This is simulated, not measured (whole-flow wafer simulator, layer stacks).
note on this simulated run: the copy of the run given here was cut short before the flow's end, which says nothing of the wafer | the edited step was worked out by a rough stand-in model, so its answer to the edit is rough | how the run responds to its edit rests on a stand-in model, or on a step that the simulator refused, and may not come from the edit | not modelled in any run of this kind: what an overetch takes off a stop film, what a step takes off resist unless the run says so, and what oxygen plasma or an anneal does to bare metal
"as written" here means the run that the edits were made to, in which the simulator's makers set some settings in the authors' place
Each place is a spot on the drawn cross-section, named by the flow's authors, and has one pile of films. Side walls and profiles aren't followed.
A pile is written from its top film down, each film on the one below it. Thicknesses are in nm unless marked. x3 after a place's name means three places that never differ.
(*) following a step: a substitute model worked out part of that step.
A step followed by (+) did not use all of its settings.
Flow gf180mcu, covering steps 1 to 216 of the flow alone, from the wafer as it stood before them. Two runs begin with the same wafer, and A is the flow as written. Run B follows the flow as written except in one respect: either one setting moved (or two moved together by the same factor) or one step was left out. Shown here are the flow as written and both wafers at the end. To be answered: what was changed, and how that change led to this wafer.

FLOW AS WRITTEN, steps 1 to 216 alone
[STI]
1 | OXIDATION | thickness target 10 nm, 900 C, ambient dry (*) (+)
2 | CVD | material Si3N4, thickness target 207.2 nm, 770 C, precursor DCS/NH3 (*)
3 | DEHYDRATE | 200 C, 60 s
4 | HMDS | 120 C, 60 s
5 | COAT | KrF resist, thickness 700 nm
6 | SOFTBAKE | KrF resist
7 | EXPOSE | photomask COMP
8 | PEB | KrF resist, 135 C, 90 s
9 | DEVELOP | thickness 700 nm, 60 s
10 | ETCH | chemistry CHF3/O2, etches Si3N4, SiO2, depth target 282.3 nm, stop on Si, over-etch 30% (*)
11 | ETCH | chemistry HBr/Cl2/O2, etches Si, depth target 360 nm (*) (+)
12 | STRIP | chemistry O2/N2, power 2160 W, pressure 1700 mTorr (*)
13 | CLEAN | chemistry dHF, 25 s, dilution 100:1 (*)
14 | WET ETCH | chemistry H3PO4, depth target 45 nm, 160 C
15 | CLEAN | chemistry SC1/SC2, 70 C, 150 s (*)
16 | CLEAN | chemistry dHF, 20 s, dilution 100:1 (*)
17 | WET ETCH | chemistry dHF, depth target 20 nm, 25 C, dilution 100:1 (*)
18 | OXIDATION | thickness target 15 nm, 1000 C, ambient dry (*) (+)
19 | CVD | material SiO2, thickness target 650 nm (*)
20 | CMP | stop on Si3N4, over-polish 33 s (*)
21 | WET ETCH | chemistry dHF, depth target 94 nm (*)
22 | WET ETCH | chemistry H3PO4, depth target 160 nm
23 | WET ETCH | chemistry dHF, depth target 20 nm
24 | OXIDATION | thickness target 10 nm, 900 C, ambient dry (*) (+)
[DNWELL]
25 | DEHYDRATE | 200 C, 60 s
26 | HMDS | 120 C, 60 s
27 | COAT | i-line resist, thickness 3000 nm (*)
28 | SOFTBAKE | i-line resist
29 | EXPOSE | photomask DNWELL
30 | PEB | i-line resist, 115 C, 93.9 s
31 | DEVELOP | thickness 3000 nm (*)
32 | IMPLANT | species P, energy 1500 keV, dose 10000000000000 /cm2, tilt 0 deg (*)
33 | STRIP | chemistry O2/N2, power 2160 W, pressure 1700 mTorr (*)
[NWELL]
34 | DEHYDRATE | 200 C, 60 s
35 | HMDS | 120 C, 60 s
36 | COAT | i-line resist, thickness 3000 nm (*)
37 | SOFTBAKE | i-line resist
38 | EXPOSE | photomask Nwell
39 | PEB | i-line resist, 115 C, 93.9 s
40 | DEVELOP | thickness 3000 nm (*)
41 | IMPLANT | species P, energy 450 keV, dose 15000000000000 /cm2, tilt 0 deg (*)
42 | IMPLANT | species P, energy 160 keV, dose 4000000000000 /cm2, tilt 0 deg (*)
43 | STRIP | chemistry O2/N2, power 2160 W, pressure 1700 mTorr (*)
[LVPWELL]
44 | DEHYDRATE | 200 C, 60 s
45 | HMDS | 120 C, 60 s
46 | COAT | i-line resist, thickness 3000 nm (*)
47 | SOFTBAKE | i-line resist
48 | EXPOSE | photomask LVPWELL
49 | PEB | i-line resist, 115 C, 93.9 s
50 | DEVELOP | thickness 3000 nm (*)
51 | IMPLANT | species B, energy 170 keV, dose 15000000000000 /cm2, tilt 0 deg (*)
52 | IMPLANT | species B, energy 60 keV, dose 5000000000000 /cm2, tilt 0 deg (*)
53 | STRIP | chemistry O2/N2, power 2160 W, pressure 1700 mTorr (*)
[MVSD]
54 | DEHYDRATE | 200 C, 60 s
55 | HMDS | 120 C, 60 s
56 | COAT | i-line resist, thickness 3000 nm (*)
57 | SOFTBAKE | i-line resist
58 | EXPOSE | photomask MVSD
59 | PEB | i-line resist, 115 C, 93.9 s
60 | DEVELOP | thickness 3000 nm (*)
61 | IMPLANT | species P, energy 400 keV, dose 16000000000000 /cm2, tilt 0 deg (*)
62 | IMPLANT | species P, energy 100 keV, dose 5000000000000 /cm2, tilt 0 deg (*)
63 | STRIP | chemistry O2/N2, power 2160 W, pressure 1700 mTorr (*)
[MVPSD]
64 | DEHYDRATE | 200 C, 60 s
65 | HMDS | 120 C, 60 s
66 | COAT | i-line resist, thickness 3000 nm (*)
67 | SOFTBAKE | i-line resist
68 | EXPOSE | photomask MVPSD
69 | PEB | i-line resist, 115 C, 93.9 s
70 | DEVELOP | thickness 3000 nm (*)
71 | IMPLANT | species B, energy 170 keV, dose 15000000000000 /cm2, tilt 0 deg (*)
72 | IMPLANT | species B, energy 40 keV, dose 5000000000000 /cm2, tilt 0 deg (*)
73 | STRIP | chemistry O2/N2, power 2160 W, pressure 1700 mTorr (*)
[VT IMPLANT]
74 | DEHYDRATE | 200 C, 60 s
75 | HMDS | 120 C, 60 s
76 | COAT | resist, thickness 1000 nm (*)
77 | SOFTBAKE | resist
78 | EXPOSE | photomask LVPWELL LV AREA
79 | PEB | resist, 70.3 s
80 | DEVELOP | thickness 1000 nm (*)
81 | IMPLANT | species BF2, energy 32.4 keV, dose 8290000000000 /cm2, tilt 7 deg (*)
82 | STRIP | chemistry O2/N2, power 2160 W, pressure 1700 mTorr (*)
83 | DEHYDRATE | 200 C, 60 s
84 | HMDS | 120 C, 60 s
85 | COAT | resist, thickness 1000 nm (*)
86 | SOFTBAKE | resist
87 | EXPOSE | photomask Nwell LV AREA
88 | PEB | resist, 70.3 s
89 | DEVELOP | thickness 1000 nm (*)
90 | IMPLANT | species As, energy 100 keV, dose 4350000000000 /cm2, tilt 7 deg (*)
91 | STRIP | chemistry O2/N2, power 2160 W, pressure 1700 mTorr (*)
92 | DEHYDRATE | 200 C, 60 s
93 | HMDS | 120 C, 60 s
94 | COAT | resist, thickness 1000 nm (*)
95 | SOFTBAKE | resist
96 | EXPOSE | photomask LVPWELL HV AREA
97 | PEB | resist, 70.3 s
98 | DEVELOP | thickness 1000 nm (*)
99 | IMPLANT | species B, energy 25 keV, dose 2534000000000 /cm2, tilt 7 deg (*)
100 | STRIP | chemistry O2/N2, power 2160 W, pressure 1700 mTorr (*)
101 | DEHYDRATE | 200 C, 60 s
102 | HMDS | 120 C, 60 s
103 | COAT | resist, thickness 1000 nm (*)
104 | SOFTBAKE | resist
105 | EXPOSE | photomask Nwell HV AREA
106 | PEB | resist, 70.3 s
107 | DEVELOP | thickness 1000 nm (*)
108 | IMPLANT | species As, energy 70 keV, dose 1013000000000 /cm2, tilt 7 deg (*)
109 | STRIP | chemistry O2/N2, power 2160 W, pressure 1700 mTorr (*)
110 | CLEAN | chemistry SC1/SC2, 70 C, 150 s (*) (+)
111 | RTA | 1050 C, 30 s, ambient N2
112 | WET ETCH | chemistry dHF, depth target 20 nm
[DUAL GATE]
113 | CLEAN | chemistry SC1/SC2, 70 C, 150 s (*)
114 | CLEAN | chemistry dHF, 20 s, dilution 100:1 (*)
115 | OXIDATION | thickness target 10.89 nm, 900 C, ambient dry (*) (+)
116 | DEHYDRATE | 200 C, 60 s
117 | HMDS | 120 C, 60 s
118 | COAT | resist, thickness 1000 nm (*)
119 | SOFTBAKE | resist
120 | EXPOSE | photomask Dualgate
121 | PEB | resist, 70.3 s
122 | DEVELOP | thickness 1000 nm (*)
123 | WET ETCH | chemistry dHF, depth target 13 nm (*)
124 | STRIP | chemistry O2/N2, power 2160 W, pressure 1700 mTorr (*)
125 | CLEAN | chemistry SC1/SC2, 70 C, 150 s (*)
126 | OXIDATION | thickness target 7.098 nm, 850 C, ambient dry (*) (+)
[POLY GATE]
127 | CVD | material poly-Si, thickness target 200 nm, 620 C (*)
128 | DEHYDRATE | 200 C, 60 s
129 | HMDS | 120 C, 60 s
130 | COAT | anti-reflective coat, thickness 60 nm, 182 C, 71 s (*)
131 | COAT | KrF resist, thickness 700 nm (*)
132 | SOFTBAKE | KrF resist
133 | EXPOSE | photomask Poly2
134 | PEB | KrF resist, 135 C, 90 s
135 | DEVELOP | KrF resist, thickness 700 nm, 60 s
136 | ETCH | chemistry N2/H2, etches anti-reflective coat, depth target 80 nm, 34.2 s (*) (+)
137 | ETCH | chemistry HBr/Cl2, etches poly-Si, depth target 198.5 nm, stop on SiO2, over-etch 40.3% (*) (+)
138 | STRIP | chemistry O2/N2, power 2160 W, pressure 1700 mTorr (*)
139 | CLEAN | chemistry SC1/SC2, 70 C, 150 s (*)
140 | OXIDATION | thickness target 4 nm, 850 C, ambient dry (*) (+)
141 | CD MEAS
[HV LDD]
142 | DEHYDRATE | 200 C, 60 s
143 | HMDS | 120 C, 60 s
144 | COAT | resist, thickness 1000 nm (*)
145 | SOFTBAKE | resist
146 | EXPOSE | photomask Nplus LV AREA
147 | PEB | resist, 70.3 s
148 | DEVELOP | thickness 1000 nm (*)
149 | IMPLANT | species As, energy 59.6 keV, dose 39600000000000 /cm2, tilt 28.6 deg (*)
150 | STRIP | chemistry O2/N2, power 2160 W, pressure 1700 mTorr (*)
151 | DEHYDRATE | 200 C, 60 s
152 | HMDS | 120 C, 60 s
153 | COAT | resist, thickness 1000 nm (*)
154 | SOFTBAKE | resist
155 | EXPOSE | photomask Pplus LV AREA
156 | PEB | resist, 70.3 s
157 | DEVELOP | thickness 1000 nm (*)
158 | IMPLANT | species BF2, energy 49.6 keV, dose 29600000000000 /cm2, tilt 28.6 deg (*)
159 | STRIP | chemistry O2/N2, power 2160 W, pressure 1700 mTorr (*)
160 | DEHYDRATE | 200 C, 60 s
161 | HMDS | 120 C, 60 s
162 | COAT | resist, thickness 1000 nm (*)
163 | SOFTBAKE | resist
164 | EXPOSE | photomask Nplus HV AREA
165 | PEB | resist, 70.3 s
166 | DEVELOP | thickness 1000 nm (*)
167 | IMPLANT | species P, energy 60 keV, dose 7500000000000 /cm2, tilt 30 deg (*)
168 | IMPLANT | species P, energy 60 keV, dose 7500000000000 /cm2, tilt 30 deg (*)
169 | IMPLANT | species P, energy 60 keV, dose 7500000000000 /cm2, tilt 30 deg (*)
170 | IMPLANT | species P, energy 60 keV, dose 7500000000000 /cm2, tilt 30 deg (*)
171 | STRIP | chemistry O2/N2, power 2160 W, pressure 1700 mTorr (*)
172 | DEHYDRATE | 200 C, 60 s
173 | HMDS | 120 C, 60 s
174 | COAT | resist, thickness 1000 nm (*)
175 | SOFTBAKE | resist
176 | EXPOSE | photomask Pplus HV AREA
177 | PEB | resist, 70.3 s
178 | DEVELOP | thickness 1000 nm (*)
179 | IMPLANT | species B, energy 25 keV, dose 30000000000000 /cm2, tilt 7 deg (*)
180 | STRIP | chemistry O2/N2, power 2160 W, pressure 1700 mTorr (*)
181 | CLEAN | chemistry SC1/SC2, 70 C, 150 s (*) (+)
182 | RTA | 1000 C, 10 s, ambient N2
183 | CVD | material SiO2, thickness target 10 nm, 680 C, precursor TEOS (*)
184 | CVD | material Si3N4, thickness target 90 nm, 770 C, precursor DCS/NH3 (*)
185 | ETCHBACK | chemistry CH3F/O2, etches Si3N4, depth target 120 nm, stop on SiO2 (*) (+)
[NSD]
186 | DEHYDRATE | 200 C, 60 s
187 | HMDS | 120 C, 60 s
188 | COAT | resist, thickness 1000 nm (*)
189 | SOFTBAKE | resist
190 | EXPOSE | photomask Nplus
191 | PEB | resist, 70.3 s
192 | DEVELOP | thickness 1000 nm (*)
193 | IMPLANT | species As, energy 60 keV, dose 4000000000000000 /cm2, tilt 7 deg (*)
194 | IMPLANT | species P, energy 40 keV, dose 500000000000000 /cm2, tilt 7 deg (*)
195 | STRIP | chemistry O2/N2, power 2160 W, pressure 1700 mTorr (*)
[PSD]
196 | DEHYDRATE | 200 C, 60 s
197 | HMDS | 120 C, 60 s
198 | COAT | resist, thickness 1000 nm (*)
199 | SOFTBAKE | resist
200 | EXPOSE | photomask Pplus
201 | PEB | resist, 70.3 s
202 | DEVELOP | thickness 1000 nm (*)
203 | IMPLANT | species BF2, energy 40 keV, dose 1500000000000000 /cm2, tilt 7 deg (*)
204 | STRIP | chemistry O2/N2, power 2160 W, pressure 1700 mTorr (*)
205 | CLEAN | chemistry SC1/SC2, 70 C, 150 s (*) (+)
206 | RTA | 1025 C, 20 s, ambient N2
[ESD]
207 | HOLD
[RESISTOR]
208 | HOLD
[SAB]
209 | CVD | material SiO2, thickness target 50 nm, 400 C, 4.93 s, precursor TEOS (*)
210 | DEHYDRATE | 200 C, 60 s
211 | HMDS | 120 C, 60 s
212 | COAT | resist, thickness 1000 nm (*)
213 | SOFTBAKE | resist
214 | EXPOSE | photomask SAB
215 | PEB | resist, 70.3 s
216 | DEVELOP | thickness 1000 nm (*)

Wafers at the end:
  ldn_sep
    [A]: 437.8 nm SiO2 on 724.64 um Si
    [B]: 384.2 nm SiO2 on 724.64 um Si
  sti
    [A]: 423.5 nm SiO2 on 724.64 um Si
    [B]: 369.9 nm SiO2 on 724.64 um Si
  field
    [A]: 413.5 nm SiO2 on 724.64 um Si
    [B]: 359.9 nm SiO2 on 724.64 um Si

The reason: step 21, WET ETCH: depth target 148 nm was run, though the flow has depth target 94 nm.

Step by step, how the change led to this:
  21 | WET ETCH | chemistry dHF, depth target 94 nm (*)
      active, n_well, p_well and 40 more: A Si3N4 loses 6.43 | B Si3N4 loses 10.1
      field, field_sub, sti and 34 more: A SiO2 loses 94 | B SiO2 loses 148
  22 | WET ETCH | chemistry H3PO4, depth target 160 nm
      active, n_well, p_well and 40 more: A Si3N4 loses 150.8 (all of it), SiO2 loses 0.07 | B Si3N4 loses 147.1 (all of it), SiO2 loses 0.1
  28 | SOFTBAKE | i-line resist
      field: A i-line resist gains 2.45 | B i-line resist loses 1.42
      field_sub: A i-line resist gains 1.87 | B i-line resist loses 1.12
      (and at 60 other places as well)
  37 | SOFTBAKE | i-line resist
      field: A i-line resist gains 2.45 | B i-line resist loses 1.42
      field_sub: A i-line resist gains 1.87 | B i-line resist loses 1.12
      (and at 60 other places as well)
  47 | SOFTBAKE | i-line resist
      field: A i-line resist gains 2.45 | B i-line resist loses 1.42
      field_sub: A i-line resist gains 1.87 | B i-line resist loses 1.12
      (and at 60 other places as well)
  57 | SOFTBAKE | i-line resist
      field: A i-line resist gains 2.45 | B i-line resist loses 1.42
      field_sub: A i-line resist gains 1.87 | B i-line resist loses 1.12
      (and at 60 other places as well)
  67 | SOFTBAKE | i-line resist
      field: A i-line resist gains 2.45 | B i-line resist loses 1.42
      field_sub: A i-line resist gains 1.87 | B i-line resist loses 1.12
      (and at 60 other places as well)
  76 | COAT | resist, thickness 1000 nm (*)
      p_well, spacer, sd_n: A resist gains 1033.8 (new film) | B resist gains 981.2 (new film)
      field: A resist gains 989.5 (new film) | B resist gains 1010.2 (new film)
      (and at 50 other places as well)
  77 | SOFTBAKE | resist
      ldn_dft, ldp_dft: A resist loses 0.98 | B nothing
      field: A resist loses 0.74 | B nothing
      (and at 57 other places as well)
  79 | PEB | resist, 70.3 s
      iso_ptap_sub, ldn_tap, ldn_src and 9 more: A resist loses 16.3 | B resist loses 15.7
      p_well, spacer, sd_n: A resist loses 16.4 | B resist loses 15.6
      (and at 6 other places as well)
  80 | DEVELOP | thickness 1000 nm (*)
      p_well, spacer, sd_n: A resist loses 1017.4 (all of it) | B resist loses 965.7 (all of it)
      field: A resist loses 973 (all of it) | B resist loses 994.1 (all of it)
      (and at 6 other places as well)
  82 | STRIP | chemistry O2/N2, power 2160 W, pressure 1700 mTorr (*)
      field__w6: A resist loses 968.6 (all of it) | B resist loses 999.1 (all of it)
      field_sub: A resist loses 966.6 (all of it) | B resist loses 993.8 (all of it)
      (and at 43 other places as well)
  85 | COAT | resist, thickness 1000 nm (*)
      p_well, spacer, sd_n: A resist gains 1033.8 (new film) | B resist gains 981.2 (new film)
      field: A resist gains 989.5 (new film) | B resist gains 1010.2 (new film)
      (and at 50 other places as well)
  86 | SOFTBAKE | resist
      ldn_dft, ldp_dft: A resist loses 0.98 | B nothing
      field: A resist loses 0.74 | B nothing
      (and at 57 other places as well)
  88 | PEB | resist, 70.3 s
      iso_ptap_sub, ldn_tap, ldn_src and 9 more: A resist loses 16.3 | B resist loses 15.7
      p_well, spacer, sd_n: A resist loses 16.4 | B resist loses 15.6
      (and at 6 other places as well)
  89 | DEVELOP | thickness 1000 nm (*)
      n_well: A resist loses 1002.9 (all of it) | B resist loses 973.6 (all of it)
      sd_p: A resist loses 1001.9 (all of it) | B resist loses 973.9 (all of it)
      (and at 5 other places as well)
  ... 55 other steps ...
  216 | DEVELOP | thickness 1000 nm (*)
      p_well, sd_n: A resist loses 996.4 (all of it) | B resist loses 943.3 (all of it)
      field__w1: A resist loses 1017.5 (all of it) | B resist loses 1042.6 (all of it)
      (and at 49 other places as well)
